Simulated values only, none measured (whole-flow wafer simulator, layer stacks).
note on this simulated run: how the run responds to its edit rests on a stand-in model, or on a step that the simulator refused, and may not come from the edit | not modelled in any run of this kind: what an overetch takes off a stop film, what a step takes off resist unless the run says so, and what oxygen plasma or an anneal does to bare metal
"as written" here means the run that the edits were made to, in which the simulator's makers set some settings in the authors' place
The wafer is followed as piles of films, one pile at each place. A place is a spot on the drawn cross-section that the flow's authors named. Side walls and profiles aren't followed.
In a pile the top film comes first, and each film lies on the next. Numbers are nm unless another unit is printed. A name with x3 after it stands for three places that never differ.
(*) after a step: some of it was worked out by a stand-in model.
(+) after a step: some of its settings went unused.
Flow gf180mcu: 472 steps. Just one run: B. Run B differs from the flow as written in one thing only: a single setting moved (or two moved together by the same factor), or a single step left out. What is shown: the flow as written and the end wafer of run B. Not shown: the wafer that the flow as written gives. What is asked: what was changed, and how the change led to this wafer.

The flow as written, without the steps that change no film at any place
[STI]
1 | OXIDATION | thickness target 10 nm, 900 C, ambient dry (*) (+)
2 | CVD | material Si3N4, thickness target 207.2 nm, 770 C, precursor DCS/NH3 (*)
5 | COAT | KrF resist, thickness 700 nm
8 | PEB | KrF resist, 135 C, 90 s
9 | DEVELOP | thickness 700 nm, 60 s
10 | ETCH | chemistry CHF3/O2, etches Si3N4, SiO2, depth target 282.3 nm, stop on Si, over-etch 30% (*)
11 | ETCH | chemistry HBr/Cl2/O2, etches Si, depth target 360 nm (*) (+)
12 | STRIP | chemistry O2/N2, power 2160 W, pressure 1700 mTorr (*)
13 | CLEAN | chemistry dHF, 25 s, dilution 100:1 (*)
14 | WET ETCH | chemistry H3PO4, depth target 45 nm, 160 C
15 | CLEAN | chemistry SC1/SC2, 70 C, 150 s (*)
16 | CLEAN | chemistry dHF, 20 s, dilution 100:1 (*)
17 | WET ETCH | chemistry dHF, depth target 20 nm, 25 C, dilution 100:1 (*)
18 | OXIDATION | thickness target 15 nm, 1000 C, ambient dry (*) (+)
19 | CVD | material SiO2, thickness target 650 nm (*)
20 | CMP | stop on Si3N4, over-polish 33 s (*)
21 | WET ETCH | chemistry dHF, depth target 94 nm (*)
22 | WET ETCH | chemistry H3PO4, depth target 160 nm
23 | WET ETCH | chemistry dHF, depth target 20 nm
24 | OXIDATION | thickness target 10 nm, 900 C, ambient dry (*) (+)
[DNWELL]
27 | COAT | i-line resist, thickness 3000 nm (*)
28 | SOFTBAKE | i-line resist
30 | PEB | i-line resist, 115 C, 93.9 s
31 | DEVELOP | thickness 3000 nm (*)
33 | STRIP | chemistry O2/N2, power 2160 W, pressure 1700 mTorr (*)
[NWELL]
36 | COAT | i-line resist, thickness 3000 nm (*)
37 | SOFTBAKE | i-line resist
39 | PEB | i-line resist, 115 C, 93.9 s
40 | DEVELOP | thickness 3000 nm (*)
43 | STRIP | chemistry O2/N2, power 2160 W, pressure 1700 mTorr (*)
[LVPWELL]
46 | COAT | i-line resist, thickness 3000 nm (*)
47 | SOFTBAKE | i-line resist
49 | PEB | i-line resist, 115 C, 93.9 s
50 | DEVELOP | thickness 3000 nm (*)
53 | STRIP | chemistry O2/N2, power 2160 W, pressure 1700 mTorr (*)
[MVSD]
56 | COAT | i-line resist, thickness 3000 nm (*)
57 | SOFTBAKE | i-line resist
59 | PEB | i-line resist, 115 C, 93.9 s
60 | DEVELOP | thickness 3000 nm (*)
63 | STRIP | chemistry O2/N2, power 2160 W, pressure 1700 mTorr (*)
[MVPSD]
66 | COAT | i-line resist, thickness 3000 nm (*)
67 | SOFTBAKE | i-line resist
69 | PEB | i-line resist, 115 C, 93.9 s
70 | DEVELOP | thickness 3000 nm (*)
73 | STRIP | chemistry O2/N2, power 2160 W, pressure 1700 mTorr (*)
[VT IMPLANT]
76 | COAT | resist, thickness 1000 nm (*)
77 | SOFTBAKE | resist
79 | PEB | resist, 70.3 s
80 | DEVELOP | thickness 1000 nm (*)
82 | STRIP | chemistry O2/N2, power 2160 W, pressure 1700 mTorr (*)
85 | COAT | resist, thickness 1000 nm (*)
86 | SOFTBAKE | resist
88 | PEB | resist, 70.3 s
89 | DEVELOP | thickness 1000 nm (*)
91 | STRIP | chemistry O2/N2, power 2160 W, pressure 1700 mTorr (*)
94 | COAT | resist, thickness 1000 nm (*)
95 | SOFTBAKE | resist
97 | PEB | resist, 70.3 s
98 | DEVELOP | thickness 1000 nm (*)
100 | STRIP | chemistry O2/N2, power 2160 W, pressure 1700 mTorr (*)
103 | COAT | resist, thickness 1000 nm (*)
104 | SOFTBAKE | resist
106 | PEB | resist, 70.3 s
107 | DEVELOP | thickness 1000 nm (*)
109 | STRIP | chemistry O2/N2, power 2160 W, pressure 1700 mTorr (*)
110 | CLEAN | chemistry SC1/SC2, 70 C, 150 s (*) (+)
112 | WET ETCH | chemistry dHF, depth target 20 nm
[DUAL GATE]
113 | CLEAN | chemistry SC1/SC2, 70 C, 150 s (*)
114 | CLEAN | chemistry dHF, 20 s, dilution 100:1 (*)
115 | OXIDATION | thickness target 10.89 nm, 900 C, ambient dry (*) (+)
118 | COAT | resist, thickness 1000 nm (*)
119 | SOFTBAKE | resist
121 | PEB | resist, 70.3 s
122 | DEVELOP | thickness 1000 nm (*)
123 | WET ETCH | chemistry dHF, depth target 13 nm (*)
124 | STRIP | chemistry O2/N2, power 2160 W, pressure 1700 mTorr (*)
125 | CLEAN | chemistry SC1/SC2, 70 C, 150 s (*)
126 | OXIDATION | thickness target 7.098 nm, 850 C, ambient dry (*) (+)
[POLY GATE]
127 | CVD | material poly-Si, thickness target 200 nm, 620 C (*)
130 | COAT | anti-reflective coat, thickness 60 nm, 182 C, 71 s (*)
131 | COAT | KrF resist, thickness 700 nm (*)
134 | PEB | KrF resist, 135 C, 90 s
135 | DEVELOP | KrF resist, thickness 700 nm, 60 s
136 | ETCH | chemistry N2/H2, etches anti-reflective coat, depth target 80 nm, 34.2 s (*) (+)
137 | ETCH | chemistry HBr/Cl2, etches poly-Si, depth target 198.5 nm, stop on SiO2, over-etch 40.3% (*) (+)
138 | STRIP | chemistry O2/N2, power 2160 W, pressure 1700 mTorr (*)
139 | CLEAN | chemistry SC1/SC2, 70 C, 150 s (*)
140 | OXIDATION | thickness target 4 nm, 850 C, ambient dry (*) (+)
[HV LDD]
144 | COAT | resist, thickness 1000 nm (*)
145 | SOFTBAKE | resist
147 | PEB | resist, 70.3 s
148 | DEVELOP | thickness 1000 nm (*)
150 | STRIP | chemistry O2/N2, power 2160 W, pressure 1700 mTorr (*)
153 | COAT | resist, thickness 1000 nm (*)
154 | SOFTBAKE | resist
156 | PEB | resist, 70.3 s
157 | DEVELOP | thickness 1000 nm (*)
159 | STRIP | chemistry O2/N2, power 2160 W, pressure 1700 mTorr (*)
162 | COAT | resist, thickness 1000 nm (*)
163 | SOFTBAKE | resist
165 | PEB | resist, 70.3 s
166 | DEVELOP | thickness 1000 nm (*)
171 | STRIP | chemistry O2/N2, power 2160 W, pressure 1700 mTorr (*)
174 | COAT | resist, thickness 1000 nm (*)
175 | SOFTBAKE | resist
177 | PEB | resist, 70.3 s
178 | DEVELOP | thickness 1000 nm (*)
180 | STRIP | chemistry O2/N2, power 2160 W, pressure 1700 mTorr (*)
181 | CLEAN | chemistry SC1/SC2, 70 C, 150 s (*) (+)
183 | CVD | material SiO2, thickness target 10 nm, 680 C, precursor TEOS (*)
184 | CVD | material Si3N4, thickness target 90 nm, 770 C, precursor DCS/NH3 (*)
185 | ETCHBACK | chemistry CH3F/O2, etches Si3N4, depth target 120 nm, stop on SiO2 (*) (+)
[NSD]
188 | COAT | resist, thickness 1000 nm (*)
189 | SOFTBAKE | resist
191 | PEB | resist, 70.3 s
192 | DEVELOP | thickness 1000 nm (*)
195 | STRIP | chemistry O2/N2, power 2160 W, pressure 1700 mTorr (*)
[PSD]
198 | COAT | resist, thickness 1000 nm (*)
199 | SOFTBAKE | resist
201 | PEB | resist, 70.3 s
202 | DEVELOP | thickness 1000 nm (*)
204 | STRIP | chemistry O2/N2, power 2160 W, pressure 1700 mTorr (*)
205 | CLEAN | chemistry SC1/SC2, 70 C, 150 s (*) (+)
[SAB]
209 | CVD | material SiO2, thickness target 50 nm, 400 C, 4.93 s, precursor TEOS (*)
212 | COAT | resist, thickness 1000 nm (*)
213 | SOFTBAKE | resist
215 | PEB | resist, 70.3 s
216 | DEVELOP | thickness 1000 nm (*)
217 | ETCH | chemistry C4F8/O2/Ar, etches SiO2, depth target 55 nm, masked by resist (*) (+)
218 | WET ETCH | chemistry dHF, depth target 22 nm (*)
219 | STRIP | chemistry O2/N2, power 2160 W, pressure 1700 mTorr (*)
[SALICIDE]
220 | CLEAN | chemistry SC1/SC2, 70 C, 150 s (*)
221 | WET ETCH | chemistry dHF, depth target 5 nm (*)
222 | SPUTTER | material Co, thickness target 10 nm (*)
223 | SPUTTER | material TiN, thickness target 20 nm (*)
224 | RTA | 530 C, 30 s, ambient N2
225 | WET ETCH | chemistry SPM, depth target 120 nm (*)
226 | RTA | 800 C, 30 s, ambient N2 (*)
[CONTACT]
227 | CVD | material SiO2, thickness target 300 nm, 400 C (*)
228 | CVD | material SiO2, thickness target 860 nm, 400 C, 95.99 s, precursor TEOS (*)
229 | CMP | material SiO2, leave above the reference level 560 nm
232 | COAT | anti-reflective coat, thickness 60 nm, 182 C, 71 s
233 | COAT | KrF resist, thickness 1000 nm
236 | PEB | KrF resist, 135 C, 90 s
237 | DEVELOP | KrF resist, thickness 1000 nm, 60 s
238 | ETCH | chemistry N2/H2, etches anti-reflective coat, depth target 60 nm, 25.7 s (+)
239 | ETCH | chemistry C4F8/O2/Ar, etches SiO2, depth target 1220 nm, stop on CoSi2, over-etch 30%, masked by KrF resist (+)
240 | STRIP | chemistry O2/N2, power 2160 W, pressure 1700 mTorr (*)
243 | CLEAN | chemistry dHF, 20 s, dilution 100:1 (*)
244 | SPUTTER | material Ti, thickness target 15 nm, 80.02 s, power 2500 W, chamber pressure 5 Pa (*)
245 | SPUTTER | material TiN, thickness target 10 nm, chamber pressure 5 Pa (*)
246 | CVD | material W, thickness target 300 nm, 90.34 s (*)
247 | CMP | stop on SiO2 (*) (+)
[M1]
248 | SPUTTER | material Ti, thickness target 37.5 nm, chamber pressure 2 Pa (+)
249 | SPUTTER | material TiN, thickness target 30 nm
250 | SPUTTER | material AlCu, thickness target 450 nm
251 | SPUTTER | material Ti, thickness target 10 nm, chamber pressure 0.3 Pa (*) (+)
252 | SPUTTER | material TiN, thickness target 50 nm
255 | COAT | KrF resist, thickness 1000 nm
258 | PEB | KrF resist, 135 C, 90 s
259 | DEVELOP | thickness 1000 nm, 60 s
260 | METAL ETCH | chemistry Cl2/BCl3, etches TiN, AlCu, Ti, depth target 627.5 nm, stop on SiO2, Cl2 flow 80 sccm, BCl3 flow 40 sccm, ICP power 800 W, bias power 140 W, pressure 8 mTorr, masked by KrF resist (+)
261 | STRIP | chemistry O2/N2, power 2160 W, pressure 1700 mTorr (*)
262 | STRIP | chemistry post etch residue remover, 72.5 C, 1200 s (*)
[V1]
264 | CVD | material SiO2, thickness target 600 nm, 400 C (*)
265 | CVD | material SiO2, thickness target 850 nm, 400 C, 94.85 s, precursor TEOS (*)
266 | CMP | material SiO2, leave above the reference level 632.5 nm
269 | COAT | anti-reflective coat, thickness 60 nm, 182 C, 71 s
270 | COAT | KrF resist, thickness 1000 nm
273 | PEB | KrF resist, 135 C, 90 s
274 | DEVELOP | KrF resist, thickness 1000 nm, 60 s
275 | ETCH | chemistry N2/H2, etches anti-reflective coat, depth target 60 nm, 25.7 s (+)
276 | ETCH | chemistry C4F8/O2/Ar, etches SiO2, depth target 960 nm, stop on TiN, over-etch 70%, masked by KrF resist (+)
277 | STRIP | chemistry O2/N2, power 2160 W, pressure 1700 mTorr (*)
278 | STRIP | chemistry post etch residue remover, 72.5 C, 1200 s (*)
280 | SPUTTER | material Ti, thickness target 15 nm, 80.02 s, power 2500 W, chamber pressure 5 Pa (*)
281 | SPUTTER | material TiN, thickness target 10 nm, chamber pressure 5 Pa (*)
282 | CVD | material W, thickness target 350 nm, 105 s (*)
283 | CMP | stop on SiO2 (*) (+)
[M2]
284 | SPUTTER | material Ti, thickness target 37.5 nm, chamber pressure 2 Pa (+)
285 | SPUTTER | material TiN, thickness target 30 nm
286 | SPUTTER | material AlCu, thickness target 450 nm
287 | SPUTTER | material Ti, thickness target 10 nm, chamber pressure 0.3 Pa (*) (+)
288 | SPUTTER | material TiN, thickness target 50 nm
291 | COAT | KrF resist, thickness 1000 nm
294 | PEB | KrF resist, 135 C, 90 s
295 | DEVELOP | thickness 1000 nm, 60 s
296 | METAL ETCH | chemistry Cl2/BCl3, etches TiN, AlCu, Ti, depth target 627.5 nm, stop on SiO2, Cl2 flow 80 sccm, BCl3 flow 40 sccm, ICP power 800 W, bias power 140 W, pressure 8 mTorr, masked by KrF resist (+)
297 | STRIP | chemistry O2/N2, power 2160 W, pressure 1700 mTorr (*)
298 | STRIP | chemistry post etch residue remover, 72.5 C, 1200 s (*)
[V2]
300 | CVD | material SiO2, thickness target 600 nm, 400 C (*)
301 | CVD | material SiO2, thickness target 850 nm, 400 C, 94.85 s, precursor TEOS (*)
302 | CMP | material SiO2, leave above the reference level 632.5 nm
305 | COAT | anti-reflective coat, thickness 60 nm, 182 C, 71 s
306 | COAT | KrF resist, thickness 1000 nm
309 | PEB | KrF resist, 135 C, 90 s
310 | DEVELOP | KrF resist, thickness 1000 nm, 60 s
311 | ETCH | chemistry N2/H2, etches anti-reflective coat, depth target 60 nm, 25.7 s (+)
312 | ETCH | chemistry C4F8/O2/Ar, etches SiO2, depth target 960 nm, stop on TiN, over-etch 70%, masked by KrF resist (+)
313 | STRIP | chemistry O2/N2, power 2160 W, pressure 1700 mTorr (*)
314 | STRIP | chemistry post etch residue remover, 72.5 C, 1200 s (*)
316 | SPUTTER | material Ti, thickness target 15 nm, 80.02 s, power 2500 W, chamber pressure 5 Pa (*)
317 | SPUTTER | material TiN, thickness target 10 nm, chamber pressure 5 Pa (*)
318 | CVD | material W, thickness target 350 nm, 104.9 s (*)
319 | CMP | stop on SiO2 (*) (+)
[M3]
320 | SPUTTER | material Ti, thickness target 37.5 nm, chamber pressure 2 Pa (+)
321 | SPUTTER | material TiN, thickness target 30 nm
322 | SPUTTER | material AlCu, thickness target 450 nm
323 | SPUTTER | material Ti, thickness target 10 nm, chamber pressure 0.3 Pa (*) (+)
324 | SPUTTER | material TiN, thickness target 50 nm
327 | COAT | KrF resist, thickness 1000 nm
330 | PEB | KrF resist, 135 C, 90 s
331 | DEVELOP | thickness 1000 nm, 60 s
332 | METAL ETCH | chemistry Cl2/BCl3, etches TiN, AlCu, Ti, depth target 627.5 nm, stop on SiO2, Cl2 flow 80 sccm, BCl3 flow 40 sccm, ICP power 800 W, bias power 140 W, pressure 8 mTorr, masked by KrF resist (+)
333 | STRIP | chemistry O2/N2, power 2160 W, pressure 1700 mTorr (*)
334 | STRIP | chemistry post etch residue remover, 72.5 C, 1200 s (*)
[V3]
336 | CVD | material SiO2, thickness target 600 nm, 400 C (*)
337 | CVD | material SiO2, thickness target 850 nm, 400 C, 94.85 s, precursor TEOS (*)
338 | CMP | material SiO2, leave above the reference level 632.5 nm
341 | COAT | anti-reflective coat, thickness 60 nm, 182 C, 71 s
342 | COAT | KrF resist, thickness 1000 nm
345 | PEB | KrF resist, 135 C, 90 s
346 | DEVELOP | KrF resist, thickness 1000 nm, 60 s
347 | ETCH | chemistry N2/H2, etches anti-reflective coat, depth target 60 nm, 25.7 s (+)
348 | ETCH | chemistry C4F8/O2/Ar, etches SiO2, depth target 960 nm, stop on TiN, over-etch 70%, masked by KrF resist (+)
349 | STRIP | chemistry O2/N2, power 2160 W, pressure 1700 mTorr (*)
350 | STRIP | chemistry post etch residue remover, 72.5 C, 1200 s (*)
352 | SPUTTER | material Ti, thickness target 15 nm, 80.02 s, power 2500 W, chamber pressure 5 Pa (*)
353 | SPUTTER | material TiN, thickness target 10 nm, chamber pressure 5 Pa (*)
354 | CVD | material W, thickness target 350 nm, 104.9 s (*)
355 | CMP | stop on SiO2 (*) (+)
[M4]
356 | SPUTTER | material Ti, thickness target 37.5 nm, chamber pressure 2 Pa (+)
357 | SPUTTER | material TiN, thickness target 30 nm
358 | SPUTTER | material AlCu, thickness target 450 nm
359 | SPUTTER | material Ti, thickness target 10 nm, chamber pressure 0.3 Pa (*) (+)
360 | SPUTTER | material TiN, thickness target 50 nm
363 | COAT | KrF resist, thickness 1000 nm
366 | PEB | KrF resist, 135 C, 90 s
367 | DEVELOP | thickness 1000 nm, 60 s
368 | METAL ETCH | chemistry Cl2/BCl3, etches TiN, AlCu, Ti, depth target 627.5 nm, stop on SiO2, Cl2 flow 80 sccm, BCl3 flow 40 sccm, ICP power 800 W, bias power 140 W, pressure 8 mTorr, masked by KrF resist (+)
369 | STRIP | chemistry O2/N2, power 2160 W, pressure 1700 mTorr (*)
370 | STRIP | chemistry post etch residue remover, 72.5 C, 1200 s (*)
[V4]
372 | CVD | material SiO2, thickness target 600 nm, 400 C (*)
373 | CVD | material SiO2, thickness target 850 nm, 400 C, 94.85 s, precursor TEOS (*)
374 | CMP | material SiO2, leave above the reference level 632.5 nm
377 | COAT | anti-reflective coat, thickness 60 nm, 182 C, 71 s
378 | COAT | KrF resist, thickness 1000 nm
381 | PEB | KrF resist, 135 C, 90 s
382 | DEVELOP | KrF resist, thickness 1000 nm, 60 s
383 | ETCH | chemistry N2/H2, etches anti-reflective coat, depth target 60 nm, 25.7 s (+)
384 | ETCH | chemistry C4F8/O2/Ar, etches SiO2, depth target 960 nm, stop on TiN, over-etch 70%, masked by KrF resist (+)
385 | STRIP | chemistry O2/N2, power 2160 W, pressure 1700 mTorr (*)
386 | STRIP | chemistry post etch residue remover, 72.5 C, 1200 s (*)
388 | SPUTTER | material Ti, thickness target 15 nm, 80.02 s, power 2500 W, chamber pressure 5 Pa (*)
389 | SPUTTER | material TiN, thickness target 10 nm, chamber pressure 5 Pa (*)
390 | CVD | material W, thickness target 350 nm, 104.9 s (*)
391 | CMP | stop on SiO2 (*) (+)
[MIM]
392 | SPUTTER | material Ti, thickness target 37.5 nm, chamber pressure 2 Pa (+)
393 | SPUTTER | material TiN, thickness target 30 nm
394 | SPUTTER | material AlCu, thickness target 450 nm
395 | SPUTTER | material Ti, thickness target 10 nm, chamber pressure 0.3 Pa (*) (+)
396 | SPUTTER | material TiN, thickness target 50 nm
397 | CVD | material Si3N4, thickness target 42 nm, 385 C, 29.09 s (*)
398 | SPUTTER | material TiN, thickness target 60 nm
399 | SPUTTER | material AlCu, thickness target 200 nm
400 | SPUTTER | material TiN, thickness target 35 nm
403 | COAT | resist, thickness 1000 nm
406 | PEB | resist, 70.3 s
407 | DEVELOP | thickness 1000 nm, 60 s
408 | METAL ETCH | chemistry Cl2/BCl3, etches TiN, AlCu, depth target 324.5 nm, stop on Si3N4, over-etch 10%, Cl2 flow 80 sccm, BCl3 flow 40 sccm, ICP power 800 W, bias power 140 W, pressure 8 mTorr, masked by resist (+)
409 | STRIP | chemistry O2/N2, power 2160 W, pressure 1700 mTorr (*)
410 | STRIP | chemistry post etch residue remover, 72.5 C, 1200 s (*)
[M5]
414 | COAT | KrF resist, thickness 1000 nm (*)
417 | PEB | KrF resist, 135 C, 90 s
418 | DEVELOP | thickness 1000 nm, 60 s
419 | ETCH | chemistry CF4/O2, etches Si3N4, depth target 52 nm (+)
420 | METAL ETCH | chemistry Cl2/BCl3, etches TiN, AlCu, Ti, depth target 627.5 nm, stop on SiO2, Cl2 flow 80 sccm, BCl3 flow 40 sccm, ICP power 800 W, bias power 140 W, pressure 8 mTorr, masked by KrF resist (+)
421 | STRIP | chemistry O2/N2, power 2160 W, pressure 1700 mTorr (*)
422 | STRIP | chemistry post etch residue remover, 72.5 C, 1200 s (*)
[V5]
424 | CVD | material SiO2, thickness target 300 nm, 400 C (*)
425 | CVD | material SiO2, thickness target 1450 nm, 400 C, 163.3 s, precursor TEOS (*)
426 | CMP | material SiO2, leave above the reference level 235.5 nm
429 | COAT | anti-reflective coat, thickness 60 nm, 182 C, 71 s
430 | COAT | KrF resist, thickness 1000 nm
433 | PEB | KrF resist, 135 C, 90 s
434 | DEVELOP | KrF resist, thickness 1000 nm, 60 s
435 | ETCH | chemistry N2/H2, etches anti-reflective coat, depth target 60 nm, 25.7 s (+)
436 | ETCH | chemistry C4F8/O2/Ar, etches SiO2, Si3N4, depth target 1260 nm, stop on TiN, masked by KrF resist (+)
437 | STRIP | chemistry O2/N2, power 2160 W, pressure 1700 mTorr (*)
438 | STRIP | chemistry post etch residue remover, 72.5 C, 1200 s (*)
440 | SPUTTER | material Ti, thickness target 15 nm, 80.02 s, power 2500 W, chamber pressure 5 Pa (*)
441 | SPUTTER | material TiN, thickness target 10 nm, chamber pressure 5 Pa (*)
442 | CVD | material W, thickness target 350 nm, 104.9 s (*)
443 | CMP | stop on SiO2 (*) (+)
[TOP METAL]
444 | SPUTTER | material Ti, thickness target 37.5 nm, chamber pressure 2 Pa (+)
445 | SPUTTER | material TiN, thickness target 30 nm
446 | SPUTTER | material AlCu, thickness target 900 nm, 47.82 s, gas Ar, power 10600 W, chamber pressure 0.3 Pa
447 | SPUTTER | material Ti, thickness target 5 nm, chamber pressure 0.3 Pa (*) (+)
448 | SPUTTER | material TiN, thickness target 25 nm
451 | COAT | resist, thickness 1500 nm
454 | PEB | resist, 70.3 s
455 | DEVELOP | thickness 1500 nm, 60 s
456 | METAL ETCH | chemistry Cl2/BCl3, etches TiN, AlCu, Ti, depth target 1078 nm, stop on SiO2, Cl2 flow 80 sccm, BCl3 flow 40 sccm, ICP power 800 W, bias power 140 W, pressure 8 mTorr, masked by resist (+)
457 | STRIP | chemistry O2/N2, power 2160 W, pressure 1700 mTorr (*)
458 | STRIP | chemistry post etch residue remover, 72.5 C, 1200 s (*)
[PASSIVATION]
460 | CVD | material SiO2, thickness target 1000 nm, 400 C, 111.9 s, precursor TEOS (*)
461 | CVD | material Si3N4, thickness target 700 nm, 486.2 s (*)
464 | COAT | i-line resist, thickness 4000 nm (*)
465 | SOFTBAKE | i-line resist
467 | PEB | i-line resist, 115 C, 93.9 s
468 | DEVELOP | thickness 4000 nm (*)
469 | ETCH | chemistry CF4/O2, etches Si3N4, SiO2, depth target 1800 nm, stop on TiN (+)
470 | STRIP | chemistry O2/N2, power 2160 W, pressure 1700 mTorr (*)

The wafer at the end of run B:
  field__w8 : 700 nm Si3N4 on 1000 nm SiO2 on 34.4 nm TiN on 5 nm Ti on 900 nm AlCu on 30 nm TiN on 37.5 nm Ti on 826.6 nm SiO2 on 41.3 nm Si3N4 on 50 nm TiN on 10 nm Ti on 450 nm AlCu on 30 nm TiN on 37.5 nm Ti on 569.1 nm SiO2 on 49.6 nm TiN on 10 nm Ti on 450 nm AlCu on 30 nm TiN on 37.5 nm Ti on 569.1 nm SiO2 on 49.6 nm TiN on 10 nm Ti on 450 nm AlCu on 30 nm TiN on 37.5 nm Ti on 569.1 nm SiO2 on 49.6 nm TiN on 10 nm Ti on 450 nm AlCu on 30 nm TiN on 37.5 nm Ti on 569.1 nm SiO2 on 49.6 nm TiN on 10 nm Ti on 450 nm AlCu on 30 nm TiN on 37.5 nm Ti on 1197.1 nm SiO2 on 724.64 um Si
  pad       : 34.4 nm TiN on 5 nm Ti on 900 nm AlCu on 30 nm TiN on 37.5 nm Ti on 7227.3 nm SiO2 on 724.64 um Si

Cause: step 448, SPUTTER: thickness target 34.8 nm was run, while the flow as written has thickness target 25 nm.

The path from the change to this, step by step:
  448 | SPUTTER | material TiN, thickness target 25 nm
      field, field__w1, field__w2 and 109 more: +34.8 TiN (new film) (in the flow as written it would be: +25 TiN (new film))
  456 | METAL ETCH | chemistry Cl2/BCl3, etches TiN, AlCu, Ti, depth target 1078 nm, stop on SiO2, Cl2 flow 80 sccm, BCl3 flow 40 sccm, ICP power 800 W, bias power 140 W, pressure 8 mTorr, masked by resist (+)
      field, field__w1, field__w2 and 103 more: -34.8 TiN (all of it), -5 Ti (all of it), -900 AlCu (all of it), -30 TiN (all of it), -37.5 Ti (all of it) (in the flow as written it would be: -25 TiN (all of it), -5 Ti (all of it), -900 AlCu (all of it), -30 TiN (all of it), -37.5 Ti (all of it))
  465 | SOFTBAKE | i-line resist
      gate: -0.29 i-line resist (in the flow as written it would be: +1.79 i-line resist)
      ld_acc_p, ld_fp_p, ld_drift_p: +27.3 i-line resist (in the flow as written it would be: +33.8 i-line resist)
      (also at 56 further places)
